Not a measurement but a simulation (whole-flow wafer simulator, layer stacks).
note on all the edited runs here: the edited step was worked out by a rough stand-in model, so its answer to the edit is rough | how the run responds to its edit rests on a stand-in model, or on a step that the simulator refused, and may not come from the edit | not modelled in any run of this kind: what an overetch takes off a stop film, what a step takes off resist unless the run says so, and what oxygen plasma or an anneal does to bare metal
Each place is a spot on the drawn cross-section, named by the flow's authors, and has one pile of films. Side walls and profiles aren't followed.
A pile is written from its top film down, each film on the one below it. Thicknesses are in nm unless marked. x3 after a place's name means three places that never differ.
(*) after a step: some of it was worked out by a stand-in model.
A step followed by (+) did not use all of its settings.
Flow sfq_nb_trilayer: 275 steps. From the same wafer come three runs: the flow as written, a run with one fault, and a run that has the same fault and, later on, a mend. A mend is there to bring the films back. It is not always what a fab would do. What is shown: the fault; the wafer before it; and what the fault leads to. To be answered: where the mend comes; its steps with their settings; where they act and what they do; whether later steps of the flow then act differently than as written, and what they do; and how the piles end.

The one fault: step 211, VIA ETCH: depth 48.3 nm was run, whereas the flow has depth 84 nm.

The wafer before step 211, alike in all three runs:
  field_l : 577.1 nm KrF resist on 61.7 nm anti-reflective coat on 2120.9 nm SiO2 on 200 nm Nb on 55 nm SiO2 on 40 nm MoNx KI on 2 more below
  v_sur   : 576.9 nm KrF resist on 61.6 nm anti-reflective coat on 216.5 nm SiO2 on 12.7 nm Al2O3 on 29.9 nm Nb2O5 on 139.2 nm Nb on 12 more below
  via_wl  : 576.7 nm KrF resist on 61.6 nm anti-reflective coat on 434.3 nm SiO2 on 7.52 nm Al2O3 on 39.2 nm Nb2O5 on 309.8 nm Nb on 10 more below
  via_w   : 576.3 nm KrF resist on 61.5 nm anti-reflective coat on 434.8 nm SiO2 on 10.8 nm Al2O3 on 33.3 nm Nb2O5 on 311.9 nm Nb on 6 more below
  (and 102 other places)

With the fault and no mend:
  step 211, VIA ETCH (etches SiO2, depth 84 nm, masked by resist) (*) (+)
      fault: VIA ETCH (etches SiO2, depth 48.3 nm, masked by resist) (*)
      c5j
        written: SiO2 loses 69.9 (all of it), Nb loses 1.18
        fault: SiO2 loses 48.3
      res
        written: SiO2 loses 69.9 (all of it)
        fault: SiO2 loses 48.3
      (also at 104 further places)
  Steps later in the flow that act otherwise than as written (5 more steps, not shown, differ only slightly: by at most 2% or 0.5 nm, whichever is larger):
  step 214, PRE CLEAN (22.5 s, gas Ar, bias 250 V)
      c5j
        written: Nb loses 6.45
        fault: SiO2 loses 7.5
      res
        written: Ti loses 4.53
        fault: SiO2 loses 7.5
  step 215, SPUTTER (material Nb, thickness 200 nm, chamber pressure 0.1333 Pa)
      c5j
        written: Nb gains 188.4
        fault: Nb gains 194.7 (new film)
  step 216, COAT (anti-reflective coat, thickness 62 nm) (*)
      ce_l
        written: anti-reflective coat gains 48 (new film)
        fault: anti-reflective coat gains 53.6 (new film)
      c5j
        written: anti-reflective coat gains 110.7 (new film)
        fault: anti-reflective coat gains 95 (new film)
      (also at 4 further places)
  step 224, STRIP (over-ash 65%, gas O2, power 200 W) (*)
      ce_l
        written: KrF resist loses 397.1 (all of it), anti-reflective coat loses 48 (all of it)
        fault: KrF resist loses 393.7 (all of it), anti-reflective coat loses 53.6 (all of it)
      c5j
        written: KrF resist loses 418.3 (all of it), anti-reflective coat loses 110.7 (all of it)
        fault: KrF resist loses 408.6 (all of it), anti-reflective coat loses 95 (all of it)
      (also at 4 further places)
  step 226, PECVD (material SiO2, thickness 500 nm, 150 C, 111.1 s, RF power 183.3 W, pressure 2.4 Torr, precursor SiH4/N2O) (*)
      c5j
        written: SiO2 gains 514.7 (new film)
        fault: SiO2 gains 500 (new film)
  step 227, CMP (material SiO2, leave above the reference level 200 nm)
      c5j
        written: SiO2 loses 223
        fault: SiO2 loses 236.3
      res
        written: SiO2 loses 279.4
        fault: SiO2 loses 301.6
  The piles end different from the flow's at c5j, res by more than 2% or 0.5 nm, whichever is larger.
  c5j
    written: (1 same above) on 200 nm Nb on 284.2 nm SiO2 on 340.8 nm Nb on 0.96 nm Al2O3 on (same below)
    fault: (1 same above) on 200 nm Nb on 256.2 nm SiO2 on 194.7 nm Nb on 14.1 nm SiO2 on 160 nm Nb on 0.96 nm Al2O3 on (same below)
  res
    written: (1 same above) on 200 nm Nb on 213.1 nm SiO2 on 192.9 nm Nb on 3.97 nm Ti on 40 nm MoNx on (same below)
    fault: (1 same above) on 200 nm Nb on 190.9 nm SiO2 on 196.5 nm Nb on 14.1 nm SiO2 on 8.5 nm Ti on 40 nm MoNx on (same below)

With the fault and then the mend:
  The mend stands after step 211.
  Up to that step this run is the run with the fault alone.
  step 211a, VIA ETCH (etches SiO2, depth 35.7 nm, masked by resist) (*) (+) (the flow's step 211, run once more with other settings)
      field_l, v_sur, via_wl and 101 more
        KrF resist loses 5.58
      c5j
        SiO2 loses 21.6 (all of it), Nb loses 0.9
      res
        SiO2 loses 21.6 (all of it)
  None of the later steps of the flow differs from how it acts as written, at any place that is followed, by more than 2% or 0.5 nm, whichever is larger.
  At the end the piles are close to the flow's at the places that both follow, differing by at most 2% or 0.5 nm, whichever is larger.
